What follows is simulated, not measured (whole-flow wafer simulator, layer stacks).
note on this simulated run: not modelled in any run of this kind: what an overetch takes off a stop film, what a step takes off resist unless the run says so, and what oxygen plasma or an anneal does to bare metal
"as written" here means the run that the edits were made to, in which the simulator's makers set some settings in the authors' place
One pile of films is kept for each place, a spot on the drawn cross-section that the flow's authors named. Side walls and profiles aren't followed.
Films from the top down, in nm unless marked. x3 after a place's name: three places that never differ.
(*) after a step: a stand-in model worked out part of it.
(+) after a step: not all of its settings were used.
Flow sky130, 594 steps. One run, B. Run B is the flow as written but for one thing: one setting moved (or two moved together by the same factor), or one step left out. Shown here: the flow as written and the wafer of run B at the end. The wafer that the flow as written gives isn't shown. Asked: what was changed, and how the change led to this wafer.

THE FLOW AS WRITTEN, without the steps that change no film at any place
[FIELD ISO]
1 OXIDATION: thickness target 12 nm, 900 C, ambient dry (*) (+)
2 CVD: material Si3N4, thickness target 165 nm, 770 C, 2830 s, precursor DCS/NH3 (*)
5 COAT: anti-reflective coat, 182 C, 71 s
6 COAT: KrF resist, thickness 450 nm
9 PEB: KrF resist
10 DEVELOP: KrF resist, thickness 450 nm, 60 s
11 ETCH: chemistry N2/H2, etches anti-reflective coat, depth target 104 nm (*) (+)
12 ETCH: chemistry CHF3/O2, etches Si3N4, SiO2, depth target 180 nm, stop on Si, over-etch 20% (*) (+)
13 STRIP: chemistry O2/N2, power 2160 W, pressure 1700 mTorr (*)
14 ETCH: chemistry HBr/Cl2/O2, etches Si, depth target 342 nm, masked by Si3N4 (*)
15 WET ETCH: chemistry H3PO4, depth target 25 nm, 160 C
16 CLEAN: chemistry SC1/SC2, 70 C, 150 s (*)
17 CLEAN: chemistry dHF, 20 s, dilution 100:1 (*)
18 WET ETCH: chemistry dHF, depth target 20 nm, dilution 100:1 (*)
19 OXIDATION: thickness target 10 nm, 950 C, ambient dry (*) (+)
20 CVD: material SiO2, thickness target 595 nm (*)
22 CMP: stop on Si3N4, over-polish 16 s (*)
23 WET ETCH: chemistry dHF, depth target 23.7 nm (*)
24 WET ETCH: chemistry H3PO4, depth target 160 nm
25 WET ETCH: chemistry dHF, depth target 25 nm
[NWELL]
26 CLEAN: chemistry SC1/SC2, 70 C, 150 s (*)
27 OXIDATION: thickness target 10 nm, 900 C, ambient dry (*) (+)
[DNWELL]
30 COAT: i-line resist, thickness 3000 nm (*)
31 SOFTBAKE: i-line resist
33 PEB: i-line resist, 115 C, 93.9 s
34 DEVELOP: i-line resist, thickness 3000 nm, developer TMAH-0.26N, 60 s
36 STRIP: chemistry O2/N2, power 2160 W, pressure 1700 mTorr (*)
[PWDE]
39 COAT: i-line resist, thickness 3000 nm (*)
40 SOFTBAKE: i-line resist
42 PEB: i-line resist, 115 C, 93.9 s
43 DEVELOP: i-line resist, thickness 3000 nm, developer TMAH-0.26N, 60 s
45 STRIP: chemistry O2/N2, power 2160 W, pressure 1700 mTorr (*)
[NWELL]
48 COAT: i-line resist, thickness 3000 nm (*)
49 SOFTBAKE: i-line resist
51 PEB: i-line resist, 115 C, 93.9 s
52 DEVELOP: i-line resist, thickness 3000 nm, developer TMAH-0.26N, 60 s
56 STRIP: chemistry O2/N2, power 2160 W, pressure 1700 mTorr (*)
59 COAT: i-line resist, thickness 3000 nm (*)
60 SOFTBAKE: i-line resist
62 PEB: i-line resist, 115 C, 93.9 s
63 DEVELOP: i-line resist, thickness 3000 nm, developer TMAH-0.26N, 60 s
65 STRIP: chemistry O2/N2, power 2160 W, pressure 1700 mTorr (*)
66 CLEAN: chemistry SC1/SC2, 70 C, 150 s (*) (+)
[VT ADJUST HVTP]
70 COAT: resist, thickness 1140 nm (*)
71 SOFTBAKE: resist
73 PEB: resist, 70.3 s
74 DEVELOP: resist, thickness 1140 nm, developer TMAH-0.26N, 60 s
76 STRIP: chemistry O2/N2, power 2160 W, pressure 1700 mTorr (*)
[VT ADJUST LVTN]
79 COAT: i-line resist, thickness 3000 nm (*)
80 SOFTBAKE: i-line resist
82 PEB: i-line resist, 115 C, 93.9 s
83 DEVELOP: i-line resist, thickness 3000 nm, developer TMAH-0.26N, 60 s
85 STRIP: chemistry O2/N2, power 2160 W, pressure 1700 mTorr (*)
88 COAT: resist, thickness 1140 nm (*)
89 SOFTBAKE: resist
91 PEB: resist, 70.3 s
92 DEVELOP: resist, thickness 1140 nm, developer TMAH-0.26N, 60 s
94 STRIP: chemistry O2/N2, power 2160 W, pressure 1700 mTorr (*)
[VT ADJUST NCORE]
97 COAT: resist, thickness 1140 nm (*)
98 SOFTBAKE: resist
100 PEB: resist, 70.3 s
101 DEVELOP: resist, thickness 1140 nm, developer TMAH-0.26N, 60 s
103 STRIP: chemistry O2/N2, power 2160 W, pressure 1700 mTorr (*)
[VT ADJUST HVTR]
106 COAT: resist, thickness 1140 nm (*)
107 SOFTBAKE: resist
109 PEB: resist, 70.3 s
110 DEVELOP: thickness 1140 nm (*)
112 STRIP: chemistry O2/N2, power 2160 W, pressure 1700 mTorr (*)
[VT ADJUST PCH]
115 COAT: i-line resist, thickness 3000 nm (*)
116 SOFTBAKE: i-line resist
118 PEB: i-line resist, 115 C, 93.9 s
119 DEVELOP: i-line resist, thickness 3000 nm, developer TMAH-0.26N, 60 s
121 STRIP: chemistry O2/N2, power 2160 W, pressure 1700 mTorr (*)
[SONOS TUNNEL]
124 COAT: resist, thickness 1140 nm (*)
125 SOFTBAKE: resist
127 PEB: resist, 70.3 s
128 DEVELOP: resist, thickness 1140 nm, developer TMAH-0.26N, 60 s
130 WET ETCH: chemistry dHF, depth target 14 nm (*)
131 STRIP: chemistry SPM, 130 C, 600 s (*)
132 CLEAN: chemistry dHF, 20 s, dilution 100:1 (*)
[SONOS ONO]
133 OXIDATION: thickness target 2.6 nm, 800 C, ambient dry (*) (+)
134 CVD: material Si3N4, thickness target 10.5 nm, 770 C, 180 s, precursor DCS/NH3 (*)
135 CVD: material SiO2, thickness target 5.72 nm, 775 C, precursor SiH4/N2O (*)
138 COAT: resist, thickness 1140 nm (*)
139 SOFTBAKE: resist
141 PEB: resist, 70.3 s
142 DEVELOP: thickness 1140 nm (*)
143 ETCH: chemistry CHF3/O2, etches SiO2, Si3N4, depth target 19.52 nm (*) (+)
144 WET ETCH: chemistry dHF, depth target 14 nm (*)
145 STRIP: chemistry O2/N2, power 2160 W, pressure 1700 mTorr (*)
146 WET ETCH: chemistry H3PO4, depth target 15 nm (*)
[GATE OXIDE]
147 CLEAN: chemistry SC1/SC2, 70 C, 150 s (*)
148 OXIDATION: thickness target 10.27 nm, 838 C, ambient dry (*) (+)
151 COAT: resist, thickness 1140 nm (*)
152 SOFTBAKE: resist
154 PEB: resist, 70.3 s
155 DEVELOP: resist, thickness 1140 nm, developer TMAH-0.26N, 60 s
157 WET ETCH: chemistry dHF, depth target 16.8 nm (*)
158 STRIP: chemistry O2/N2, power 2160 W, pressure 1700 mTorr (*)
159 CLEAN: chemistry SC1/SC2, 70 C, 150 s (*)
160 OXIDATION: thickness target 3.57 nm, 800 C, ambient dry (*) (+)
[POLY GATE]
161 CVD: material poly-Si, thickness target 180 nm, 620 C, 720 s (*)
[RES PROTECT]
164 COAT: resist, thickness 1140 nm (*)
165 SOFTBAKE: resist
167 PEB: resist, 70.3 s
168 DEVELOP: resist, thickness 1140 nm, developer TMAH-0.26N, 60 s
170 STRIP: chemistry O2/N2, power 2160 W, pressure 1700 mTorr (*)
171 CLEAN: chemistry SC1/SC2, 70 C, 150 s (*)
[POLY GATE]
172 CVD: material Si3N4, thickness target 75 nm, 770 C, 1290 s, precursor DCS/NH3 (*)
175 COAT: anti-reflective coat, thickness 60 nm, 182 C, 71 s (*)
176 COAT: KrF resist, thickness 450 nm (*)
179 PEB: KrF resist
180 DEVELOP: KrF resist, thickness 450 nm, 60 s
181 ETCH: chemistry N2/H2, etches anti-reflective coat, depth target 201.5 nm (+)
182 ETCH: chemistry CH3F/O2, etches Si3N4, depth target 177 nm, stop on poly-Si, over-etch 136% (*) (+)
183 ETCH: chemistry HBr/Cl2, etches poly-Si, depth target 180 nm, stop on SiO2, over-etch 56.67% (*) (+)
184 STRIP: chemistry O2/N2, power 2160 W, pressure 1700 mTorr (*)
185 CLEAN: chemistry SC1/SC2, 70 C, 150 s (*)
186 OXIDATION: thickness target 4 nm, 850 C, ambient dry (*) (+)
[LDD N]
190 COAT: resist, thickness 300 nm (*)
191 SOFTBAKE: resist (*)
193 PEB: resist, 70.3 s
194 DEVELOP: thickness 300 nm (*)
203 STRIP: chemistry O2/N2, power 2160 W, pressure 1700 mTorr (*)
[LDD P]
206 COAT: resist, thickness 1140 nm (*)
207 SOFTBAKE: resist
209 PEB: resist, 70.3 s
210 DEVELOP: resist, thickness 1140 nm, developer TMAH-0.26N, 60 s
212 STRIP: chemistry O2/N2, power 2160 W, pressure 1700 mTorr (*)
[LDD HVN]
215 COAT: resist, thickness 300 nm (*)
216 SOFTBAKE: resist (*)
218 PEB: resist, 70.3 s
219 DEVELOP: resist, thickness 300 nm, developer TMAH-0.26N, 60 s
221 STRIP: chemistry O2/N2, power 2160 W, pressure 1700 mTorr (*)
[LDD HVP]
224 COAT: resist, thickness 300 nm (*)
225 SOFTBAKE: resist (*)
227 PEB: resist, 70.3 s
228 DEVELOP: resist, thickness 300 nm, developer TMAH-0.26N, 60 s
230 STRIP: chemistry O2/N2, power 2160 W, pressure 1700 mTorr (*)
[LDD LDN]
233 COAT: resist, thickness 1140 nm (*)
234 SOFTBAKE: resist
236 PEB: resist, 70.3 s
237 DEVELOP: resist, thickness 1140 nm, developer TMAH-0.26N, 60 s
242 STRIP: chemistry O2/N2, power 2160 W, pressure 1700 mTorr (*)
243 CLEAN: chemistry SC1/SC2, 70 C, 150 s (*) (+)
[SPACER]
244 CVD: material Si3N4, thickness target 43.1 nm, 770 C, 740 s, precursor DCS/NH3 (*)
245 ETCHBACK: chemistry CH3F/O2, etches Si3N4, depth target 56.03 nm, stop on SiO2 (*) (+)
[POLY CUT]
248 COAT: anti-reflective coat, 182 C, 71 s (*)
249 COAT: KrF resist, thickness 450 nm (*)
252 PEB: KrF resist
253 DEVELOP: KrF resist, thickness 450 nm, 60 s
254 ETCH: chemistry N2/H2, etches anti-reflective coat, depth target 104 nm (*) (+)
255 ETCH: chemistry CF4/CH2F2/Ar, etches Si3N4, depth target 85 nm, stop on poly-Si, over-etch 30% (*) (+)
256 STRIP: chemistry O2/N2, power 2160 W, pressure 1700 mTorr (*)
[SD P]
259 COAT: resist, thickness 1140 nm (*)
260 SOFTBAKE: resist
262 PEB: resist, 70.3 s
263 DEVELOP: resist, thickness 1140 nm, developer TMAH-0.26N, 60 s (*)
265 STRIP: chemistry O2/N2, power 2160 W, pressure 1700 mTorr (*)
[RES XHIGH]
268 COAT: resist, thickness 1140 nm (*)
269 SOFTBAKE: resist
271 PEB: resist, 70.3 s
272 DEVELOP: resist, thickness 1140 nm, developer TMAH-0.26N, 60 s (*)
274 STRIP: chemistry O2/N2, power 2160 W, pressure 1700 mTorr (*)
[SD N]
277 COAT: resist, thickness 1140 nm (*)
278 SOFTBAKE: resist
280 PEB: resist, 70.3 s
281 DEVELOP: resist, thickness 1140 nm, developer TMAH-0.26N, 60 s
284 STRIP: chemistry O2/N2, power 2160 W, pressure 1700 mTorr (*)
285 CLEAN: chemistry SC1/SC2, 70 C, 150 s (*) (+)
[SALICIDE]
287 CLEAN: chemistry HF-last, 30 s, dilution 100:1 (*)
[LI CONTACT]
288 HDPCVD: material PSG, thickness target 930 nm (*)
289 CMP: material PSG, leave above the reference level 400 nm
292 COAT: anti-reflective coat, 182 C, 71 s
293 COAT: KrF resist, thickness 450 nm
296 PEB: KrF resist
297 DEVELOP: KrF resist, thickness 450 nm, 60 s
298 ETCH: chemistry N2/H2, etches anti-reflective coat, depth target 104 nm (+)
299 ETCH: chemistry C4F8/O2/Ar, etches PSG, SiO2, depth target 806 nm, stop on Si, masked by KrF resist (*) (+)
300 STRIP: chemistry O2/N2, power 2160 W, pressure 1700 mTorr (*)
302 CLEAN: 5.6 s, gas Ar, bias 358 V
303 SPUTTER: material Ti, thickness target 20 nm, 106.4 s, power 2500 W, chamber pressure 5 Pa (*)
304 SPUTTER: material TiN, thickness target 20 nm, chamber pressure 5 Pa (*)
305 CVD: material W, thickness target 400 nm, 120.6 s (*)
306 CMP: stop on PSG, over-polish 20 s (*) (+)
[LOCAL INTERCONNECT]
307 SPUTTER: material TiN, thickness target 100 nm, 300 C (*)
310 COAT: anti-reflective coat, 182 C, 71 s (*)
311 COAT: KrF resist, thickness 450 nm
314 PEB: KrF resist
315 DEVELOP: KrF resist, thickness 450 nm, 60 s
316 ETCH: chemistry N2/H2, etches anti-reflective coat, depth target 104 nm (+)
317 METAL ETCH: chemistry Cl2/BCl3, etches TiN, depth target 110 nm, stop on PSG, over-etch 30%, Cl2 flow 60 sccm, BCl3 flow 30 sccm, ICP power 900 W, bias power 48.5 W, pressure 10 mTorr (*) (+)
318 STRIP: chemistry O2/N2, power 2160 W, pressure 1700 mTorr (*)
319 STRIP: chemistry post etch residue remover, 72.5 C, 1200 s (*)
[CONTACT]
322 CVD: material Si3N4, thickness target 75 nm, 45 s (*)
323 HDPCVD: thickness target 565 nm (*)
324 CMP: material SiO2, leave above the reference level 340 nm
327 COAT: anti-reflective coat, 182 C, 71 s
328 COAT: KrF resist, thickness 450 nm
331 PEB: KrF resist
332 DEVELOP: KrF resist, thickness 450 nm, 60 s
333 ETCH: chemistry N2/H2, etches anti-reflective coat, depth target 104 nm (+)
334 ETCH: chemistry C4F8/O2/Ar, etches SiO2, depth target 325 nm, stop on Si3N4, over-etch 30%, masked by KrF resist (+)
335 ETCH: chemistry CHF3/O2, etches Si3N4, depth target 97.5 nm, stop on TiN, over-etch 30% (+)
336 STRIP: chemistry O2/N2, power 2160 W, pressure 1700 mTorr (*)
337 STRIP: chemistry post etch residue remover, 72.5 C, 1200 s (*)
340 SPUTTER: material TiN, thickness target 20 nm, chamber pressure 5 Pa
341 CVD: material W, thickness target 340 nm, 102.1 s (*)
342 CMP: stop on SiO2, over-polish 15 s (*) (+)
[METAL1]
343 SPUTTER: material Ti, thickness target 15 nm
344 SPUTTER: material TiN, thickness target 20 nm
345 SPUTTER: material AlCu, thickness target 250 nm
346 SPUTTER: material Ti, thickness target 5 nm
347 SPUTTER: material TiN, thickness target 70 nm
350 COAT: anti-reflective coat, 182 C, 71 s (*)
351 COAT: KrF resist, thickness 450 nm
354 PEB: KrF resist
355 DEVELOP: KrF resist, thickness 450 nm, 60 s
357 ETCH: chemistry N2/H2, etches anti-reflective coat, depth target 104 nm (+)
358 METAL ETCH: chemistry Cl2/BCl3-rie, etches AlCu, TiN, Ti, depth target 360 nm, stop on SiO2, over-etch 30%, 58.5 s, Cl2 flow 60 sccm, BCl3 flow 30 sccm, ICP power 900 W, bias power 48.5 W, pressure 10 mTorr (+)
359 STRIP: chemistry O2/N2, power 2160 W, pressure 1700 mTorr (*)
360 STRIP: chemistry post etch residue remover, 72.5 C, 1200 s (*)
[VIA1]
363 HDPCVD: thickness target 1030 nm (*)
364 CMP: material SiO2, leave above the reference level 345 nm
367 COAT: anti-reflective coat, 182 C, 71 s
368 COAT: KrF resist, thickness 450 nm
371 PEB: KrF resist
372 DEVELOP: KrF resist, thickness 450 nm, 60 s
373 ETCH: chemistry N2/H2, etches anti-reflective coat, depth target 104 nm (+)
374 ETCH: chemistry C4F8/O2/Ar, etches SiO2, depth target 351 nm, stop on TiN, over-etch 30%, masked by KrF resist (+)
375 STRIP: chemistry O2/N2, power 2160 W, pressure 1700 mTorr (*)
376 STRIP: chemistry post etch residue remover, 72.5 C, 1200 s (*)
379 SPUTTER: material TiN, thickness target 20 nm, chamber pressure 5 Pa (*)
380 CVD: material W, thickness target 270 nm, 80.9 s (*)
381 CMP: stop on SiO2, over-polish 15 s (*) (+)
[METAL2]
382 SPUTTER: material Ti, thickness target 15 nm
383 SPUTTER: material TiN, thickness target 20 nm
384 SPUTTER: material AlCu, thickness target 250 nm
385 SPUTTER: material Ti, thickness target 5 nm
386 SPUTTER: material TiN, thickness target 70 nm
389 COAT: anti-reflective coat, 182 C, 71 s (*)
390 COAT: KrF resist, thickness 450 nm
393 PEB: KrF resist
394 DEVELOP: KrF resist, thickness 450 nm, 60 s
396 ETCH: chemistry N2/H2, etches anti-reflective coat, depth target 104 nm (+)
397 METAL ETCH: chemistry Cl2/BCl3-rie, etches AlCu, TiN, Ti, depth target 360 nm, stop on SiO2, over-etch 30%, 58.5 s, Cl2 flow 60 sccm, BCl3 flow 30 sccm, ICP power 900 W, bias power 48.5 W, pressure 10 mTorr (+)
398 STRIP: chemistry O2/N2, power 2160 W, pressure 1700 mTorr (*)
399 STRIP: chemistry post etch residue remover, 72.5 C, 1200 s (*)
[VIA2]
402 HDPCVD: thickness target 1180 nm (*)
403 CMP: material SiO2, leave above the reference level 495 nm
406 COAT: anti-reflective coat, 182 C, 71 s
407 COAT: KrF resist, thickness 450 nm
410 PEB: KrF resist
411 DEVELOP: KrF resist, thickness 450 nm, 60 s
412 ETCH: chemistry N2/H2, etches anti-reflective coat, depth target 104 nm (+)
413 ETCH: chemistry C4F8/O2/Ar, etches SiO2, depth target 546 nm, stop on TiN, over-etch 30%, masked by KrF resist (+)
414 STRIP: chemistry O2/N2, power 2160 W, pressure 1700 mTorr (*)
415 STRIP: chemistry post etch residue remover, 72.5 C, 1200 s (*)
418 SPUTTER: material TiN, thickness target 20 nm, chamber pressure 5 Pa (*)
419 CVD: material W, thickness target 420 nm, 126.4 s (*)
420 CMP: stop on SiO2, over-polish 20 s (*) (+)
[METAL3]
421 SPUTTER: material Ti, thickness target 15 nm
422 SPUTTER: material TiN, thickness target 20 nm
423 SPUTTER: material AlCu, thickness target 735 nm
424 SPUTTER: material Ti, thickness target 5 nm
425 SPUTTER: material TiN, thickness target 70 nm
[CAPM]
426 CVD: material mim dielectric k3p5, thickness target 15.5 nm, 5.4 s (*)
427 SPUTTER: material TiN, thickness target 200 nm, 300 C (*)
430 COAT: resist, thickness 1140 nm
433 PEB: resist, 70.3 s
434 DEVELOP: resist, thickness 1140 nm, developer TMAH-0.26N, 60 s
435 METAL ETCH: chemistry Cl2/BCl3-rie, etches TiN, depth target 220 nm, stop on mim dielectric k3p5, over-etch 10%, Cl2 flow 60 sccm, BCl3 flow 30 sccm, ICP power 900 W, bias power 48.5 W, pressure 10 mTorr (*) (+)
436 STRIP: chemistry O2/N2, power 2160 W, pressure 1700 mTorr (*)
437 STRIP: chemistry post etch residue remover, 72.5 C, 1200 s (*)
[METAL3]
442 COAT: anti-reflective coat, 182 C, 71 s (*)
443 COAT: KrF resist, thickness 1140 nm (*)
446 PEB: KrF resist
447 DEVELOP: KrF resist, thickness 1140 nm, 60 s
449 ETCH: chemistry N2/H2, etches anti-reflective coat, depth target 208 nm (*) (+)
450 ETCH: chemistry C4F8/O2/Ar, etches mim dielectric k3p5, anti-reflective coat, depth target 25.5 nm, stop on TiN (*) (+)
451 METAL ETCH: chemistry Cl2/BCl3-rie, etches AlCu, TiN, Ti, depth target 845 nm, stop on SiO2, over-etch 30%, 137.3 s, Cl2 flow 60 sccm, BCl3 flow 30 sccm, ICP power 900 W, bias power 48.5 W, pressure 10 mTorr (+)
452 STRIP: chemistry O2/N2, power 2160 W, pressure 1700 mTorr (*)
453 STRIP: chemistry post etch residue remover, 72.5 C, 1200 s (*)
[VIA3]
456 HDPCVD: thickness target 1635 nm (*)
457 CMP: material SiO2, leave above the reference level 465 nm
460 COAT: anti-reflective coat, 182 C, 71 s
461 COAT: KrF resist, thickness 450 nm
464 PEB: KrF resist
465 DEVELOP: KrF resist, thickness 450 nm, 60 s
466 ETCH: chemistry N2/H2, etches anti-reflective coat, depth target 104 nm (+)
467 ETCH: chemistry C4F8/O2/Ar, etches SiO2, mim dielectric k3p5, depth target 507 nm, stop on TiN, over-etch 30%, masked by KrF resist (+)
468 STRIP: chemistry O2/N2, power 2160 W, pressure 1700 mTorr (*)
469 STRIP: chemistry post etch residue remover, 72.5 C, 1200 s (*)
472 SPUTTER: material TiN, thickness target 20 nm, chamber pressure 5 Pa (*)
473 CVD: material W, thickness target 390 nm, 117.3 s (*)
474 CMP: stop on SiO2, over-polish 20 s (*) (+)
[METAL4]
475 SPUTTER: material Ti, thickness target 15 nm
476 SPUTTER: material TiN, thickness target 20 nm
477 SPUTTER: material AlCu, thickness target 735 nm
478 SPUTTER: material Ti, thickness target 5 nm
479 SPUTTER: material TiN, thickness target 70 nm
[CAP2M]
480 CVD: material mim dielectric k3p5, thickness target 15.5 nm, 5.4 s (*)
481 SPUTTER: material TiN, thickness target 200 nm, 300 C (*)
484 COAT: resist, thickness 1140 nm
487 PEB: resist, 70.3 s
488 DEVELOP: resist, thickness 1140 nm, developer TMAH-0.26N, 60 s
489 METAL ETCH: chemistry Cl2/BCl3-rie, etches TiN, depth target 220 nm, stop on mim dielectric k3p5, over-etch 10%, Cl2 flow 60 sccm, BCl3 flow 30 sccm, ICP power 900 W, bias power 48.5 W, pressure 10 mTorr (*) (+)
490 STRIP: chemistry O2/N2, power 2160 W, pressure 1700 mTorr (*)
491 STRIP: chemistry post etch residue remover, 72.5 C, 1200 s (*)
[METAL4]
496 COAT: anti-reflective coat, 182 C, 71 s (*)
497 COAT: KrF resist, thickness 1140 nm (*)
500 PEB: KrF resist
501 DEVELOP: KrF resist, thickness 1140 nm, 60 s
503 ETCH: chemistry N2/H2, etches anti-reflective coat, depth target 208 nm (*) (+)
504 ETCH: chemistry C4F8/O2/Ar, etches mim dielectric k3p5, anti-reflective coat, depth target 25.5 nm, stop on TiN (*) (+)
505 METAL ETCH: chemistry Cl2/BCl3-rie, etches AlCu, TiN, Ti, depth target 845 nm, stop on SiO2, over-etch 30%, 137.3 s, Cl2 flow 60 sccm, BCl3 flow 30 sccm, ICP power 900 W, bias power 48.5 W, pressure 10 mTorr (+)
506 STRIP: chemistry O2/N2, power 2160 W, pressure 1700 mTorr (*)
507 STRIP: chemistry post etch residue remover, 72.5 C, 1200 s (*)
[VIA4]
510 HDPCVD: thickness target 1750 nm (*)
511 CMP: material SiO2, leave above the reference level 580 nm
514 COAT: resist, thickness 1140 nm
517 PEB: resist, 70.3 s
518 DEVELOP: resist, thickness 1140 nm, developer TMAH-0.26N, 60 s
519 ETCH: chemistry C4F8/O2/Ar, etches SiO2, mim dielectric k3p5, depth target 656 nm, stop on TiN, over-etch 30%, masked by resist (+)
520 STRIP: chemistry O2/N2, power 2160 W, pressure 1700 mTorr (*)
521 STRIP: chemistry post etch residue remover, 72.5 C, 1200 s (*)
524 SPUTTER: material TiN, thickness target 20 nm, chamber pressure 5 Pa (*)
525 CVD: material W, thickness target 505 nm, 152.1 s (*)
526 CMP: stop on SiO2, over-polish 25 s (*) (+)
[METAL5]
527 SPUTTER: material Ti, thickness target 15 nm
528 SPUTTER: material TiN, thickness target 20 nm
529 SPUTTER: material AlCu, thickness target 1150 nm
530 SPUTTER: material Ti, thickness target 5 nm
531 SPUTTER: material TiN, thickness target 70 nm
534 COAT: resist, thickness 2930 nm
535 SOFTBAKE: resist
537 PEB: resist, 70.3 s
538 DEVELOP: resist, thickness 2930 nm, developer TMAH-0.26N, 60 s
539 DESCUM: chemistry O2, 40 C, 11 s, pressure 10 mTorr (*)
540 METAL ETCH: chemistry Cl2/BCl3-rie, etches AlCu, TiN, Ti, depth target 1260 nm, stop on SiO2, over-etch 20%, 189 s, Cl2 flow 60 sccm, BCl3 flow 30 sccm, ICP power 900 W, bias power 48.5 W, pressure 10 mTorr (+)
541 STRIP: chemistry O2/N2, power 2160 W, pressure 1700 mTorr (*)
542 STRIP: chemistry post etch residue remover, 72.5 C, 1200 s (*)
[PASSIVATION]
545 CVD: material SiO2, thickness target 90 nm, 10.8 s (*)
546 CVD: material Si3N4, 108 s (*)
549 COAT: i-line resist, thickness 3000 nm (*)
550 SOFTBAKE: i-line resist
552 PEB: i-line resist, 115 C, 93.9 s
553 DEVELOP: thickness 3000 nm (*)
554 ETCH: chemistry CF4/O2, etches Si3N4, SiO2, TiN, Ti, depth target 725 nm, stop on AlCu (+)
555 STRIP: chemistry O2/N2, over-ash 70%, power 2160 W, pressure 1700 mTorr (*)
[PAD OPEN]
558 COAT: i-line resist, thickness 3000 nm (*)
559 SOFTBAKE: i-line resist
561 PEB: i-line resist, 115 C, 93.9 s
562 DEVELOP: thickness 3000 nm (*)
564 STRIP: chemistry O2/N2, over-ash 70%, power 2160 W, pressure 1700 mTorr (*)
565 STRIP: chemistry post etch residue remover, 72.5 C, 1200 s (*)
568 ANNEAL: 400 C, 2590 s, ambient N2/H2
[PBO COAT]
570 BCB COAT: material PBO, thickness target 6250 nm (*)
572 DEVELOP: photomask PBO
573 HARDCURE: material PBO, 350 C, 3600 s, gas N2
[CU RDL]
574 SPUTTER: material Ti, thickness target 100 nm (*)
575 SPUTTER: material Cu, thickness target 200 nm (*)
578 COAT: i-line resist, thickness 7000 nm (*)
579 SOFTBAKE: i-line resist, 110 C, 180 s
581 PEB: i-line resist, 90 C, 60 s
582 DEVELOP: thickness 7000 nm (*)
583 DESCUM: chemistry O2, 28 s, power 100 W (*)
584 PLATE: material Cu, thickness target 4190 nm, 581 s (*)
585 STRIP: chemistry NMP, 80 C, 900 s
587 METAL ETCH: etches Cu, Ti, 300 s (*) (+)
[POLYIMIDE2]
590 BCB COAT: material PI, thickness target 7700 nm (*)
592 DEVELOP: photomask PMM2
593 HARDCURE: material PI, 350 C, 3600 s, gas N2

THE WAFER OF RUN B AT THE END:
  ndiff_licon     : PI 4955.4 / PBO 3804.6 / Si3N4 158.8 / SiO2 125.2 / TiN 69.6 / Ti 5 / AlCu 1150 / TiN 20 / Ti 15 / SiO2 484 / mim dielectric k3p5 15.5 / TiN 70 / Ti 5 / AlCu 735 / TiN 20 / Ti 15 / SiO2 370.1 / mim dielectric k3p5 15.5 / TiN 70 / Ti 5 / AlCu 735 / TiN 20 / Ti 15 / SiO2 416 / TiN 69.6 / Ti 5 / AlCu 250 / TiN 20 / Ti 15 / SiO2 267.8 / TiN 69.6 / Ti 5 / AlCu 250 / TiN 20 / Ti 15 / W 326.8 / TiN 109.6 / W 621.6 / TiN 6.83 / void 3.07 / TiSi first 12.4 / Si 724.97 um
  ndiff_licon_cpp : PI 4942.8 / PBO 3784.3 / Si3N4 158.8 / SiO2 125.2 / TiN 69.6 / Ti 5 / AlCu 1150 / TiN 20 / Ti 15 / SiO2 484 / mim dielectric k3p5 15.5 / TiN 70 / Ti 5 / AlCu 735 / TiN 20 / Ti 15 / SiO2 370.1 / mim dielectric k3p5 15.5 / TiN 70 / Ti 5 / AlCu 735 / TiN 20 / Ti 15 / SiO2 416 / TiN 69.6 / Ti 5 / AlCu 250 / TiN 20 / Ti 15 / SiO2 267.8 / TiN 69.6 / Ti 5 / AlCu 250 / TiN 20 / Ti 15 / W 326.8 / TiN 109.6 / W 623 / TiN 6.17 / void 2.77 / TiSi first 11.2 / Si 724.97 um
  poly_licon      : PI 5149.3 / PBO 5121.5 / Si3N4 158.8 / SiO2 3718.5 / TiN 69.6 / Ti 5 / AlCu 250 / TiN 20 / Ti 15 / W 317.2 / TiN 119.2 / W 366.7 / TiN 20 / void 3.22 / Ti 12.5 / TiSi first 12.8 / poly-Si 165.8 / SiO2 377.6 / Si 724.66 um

The cause: step 573, HARDCURE: 420 C was run, where the flow has 350 C.

How the change led to this, step by step:
  573 HARDCURE: material PBO, 350 C, 3600 s, gas N2
      ndiff_licon: PBO -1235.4, void +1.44, Ti -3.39 (all of it), TiSi first +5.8, Si -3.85 (as written it would be: PBO -1235.4, void +0.07, Ti -0.17, TiSi first +0.3, Si -0.2)
      ndiff_licon_cpp: PBO -1240.4, void +1.14, Ti -2.68 (all of it), TiSi first +4.59, Si -3.04 (as written it would be: PBO -1240.4, void +0.07, Ti -0.17, TiSi first +0.3, Si -0.2)
      (and at 2 more places)
Counting metal films that touch as one body, ndiff_licon has 5 bodies (between them, from the top down: SiO2 484 / mim dielectric k3p5 15.5; SiO2 370.1 / mim dielectric k3p5 15.5; SiO2 416; SiO2 267.8); the flow as written gives 6 bodies (between them, from the top down: SiO2 484 / mim dielectric k3p5 15.5; SiO2 370.1 / mim dielectric k3p5 15.5; SiO2 416; SiO2 267.8; void 1.78).
Counting metal films that touch as one body, ndiff_licon_cpp has 5 bodies (between them, from the top down: SiO2 484 / mim dielectric k3p5 15.5; SiO2 370.1 / mim dielectric k3p5 15.5; SiO2 416; SiO2 267.8); the flow as written gives 6 bodies (between them, from the top down: SiO2 484 / mim dielectric k3p5 15.5; SiO2 370.1 / mim dielectric k3p5 15.5; SiO2 416; SiO2 267.8; void 1.78).
